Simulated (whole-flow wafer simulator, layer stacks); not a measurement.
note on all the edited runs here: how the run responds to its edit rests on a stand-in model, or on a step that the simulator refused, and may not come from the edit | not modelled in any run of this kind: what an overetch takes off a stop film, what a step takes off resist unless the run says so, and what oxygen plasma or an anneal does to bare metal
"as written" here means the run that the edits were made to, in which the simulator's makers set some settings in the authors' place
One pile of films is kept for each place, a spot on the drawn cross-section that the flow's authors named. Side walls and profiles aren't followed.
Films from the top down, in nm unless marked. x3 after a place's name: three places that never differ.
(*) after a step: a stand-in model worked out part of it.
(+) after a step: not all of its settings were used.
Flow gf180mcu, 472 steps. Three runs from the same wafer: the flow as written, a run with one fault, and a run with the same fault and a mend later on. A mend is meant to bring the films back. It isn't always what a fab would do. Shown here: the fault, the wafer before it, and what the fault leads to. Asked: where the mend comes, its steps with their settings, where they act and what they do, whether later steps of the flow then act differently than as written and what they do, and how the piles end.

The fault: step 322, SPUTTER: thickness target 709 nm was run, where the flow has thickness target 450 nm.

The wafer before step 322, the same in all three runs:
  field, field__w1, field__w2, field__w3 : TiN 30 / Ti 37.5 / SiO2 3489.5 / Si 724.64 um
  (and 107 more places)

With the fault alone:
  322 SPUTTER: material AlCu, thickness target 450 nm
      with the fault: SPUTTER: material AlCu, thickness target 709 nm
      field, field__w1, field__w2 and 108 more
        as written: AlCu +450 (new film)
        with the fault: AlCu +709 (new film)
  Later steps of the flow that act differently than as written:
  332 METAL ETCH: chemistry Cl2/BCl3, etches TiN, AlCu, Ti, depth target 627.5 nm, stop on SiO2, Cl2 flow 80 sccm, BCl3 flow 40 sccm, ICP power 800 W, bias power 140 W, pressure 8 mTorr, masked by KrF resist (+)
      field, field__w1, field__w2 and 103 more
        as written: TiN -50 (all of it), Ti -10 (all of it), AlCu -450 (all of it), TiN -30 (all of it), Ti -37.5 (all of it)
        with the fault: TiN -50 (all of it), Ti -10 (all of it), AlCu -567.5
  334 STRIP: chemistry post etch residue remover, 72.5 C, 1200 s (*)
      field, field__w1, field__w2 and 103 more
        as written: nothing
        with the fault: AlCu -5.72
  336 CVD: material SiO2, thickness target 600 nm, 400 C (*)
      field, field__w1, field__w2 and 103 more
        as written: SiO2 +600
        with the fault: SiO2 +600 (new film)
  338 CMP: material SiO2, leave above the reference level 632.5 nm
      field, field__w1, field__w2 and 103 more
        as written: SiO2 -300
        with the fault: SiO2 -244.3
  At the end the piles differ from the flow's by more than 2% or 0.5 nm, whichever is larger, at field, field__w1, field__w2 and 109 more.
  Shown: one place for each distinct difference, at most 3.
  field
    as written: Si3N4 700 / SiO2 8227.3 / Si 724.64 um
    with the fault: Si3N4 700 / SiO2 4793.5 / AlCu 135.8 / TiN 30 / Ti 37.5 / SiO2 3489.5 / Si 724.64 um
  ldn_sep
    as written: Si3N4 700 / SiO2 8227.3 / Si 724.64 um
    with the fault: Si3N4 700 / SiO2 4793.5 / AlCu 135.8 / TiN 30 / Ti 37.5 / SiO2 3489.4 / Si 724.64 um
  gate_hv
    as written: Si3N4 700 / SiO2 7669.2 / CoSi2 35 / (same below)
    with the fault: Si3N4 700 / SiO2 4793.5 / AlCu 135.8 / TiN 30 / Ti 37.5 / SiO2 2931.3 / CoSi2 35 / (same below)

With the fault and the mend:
  The mend comes after step 331.
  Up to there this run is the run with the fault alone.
  332 METAL ETCH: chemistry Cl2/BCl3, etches TiN, AlCu, Ti, depth target 886.5 nm, stop on SiO2, Cl2 flow 80 sccm, BCl3 flow 40 sccm, ICP power 800 W, bias power 140 W, pressure 8 mTorr, masked by KrF resist (+) (the flow's step 332, which as written has depth target 627.5 nm)
      field, field__w1, field__w2 and 103 more
        TiN -50 (all of it), Ti -10 (all of it), AlCu -709 (all of it), TiN -30 (all of it), Ti -37.5 (all of it)
      field__w8, contact, m1, m1__w1, m1_nw
        KrF resist -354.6
  Later steps of the flow that act differently than as written:
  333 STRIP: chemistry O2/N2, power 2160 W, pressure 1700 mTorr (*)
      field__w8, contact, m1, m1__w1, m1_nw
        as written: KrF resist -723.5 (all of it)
        with the mend: KrF resist -619.9 (all of it)
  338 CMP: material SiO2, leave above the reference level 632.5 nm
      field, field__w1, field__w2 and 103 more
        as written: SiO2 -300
        with the mend: SiO2 -41
  At the end the piles differ from the flow's by more than 2% or 0.5 nm, whichever is larger, at field, field__w1, field__w2 and 109 more.
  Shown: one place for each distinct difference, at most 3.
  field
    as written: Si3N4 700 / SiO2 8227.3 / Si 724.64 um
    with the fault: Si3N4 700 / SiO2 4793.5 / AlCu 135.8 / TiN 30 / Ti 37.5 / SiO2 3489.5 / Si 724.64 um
    with the mend: Si3N4 700 / SiO2 8486.3 / Si 724.64 um
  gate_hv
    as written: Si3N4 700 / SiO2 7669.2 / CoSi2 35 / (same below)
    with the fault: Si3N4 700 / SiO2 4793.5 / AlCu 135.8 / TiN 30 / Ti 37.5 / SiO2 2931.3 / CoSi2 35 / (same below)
    with the mend: Si3N4 700 / SiO2 7928.2 / CoSi2 35 / (same below)
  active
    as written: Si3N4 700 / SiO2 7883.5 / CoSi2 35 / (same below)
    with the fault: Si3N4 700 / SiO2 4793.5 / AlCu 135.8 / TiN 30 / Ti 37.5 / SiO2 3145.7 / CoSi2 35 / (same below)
    with the mend: Si3N4 700 / SiO2 8142.5 / CoSi2 35 / (same below)
